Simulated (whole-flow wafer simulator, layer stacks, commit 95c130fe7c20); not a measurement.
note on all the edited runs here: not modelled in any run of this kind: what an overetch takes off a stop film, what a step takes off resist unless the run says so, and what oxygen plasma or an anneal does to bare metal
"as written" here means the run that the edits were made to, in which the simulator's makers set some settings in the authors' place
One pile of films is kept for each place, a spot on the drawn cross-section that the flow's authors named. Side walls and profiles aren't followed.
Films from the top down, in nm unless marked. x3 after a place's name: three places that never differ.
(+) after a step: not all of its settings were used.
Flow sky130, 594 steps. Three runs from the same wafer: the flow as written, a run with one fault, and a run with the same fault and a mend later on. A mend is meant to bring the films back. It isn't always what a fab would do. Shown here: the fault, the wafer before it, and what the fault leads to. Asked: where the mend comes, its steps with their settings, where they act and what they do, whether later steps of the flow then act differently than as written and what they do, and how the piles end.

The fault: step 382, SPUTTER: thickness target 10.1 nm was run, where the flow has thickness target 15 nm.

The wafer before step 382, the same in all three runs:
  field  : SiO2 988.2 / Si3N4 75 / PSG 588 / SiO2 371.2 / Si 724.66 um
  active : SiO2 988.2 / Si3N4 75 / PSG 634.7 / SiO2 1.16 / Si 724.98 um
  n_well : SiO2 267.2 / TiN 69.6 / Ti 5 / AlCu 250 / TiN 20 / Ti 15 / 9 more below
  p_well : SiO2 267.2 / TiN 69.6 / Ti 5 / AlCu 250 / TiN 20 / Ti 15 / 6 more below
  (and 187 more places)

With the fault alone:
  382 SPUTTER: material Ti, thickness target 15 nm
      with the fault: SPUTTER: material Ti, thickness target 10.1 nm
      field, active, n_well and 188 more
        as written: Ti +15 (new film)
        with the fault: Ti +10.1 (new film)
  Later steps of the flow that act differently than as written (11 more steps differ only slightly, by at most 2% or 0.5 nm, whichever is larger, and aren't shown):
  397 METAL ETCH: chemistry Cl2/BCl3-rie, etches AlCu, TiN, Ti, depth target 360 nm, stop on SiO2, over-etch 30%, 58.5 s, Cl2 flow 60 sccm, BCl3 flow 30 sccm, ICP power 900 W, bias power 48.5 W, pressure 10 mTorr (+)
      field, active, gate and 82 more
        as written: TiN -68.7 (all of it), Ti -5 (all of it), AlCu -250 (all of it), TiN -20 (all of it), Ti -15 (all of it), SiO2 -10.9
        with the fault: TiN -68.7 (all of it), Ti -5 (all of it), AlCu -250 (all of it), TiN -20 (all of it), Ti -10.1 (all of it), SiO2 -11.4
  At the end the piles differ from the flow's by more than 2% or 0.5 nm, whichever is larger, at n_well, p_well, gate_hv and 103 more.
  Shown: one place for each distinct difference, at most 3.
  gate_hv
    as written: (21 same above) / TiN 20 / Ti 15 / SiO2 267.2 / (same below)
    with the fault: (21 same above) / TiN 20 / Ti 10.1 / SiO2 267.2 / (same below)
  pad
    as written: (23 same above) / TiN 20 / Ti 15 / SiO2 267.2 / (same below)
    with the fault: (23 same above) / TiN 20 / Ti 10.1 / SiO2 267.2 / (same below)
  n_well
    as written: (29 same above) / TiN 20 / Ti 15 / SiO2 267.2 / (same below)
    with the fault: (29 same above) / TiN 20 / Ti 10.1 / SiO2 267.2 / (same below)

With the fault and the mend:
  The mend comes after step 382.
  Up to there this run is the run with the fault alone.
  382a SPUTTER: material Ti, thickness target 4.9 nm (the flow's step 382 once more, with other settings)
      field, active, n_well and 188 more
        Ti +4.9
  No later step of the flow acts differently than as written at any place that is followed.
  At the end the piles are the same as the flow's at every place that both follow.
